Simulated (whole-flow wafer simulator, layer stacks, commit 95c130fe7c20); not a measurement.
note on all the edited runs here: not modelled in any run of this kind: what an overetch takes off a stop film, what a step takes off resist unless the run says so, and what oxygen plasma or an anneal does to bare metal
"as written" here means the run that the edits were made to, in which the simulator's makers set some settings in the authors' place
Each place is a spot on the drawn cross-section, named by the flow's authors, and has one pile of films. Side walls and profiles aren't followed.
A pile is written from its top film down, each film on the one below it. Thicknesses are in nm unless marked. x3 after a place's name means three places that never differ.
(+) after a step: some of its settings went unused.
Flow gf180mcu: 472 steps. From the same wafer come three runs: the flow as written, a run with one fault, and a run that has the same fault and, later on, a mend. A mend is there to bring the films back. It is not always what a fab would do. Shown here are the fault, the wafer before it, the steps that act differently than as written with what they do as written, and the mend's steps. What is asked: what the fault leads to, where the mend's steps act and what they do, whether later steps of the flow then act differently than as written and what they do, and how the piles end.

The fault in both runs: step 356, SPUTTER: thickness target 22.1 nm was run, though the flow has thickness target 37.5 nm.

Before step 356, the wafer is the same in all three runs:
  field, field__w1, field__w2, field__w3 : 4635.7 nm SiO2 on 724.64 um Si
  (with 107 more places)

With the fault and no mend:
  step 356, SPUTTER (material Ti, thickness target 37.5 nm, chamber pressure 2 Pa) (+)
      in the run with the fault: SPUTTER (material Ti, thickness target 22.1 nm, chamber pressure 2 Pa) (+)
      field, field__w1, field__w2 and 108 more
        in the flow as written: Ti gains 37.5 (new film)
        in the run with the fault: Ti gains 22.1 (new film)
  Steps further on in the flow that do not act as written:
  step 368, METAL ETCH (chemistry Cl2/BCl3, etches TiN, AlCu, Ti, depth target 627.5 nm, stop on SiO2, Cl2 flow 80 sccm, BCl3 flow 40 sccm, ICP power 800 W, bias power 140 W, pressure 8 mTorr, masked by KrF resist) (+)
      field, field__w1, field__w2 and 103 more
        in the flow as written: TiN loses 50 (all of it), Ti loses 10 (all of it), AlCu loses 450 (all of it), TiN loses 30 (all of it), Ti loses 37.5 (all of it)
        in the run with the fault: TiN loses 50 (all of it), Ti loses 10 (all of it), AlCu loses 450 (all of it), TiN loses 30 (all of it), Ti loses 22.1 (all of it)
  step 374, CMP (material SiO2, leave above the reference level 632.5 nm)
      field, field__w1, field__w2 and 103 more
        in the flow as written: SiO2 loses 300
        in the run with the fault: SiO2 loses 315.4
  The piles end different from the flow's at field__w8, contact, m1, m1__w1, m1_nw by more than 2% or 0.5 nm, whichever is larger.
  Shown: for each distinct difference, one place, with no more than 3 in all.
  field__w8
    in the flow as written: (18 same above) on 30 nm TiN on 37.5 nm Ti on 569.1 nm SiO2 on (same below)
    in the run with the fault: (18 same above) on 30 nm TiN on 22.1 nm Ti on 569.1 nm SiO2 on (same below)
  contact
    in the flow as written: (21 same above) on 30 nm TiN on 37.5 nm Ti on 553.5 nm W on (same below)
    in the run with the fault: (21 same above) on 30 nm TiN on 22.1 nm Ti on 553.5 nm W on (same below)

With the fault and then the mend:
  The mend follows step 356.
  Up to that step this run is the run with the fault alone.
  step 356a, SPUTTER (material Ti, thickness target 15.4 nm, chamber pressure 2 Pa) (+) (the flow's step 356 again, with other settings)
      field, field__w1, field__w2 and 108 more
        Ti gains 15.4
  Later steps of the flow that are run all act as written at every place that is followed.
  By the end, the piles equal the flow's at every place that both follow.
